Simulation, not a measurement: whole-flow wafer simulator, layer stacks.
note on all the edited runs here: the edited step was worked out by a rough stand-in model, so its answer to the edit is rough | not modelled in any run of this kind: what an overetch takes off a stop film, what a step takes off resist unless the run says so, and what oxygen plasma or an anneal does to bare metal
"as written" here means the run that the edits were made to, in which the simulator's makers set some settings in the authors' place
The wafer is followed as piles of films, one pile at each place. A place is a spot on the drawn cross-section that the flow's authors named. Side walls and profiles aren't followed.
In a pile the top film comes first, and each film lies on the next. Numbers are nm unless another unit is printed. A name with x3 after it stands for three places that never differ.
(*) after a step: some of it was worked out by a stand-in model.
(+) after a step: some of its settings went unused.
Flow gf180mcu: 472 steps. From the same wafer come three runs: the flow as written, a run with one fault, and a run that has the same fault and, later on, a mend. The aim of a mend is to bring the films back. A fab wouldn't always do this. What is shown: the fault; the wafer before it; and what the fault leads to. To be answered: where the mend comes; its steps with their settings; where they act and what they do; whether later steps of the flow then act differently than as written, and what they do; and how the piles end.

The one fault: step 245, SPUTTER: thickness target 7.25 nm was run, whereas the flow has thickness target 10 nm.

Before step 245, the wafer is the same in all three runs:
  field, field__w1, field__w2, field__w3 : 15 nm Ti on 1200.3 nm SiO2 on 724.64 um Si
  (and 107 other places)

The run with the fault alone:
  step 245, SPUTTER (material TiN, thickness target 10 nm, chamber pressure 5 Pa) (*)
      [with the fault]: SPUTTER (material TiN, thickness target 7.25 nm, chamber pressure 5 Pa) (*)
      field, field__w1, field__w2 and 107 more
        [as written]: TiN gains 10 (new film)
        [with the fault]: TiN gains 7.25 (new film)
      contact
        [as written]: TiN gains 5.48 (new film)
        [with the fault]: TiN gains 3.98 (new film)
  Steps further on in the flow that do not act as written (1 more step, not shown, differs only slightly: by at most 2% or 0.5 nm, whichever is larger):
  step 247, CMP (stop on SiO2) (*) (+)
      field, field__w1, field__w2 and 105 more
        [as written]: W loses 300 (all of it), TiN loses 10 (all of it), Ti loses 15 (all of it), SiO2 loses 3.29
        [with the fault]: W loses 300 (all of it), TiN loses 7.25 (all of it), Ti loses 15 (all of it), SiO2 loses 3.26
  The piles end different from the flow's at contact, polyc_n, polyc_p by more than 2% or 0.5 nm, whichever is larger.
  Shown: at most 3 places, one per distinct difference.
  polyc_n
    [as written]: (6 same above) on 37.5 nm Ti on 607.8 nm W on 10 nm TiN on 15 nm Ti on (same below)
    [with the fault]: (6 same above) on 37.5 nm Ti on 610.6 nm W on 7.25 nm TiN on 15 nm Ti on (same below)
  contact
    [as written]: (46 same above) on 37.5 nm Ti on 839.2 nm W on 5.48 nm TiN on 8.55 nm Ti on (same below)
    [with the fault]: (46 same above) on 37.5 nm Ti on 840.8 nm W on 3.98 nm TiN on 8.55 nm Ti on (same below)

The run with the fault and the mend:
  The mend follows step 245.
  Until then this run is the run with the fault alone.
  step 245a, SPUTTER (material TiN, thickness target 2.75 nm, chamber pressure 5 Pa) (*) (the flow's step 245, run once more with other settings)
      field, field__w1, field__w2 and 107 more
        TiN gains 2.75
      contact
        TiN gains 1.5
  Later steps of the flow that are run all act as written at every place that is followed.
  By the end, the piles equal the flow's at every place that both follow.
